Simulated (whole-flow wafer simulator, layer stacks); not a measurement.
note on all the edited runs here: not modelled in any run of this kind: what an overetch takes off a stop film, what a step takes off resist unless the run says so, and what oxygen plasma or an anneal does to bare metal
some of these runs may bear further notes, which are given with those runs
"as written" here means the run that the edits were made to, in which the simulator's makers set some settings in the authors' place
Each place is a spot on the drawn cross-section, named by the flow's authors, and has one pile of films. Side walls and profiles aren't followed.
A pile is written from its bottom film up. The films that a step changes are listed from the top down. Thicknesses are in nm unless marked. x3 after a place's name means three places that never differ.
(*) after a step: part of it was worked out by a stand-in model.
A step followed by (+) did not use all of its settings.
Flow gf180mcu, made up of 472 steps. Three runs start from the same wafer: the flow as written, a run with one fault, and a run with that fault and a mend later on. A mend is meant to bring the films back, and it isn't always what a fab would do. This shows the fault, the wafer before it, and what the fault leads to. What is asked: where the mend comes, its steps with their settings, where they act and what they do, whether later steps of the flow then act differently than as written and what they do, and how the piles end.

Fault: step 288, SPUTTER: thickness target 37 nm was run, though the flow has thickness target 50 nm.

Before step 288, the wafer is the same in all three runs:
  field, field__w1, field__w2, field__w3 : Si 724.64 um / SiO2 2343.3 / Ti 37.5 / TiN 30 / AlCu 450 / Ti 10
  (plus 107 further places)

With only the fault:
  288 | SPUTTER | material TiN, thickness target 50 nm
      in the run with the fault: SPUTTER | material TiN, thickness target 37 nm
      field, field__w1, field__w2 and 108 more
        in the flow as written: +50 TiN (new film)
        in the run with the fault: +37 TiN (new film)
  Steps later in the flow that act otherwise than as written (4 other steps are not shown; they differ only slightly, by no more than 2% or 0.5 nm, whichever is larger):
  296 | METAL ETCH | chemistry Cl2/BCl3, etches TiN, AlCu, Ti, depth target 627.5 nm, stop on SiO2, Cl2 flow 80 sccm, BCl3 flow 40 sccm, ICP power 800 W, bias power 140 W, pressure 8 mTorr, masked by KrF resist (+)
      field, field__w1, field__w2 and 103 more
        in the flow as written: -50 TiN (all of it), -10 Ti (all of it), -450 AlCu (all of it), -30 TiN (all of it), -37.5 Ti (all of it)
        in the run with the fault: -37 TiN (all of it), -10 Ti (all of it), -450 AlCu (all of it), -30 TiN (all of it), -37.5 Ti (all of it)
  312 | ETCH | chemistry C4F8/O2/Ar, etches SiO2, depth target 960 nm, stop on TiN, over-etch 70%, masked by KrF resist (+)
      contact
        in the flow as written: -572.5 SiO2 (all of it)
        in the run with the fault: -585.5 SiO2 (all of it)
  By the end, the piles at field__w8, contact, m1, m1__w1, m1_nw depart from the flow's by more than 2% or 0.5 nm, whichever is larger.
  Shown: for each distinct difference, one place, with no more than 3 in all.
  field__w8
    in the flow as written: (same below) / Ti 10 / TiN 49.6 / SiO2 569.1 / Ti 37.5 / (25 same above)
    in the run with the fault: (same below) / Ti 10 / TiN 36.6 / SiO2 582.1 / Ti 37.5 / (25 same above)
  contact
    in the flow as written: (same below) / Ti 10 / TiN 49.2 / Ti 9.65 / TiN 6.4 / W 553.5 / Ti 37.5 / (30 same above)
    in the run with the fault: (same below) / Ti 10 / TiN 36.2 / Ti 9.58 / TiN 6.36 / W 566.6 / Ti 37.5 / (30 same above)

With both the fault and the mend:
  The mend follows step 295.
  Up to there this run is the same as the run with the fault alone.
  295a | STRIP | chemistry O2/N2, power 2160 W, pressure 1700 mTorr (*)
      field__w8, contact, m1, m1__w1, m1_nw
        -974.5 KrF resist (all of it)
  295b | SPUTTER | material TiN, thickness target 13 nm (the flow's step 288, run once more with other settings)
      field, field__w1, field__w2 and 108 more
        +13 TiN
  295c | HMDS | 120 C, 60 s (the flow's step 290, run once more)
      leaves every film unchanged at each place that is followed
  295d | COAT | KrF resist, thickness 1000 nm (the flow's step 291, run once more)
      field, field__w1, field__w2 and 108 more
        +1000 KrF resist (new film)
  295e | SOFTBAKE | KrF resist (the flow's step 292, run once more)
      leaves every film unchanged at each place that is followed
  295f | EXPOSE | photomask Metal2 (the flow's step 293, run once more)
      leaves every film unchanged at each place that is followed
  295g | PEB | KrF resist, 135 C, 90 s (the flow's step 294, run once more)
      field, field__w1, field__w2 and 108 more
        -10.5 KrF resist
  295h | DEVELOP | thickness 1000 nm, 60 s (the flow's step 295, run once more)
      field, field__w1, field__w2 and 103 more
        -989.5 KrF resist (all of it)
      field__w8, contact, m1, m1__w1, m1_nw
        -14.9 KrF resist
  Every later step of the flow that is run acts as written at every place that is followed.
  At every place that both follow, the piles at the end match the flow's.
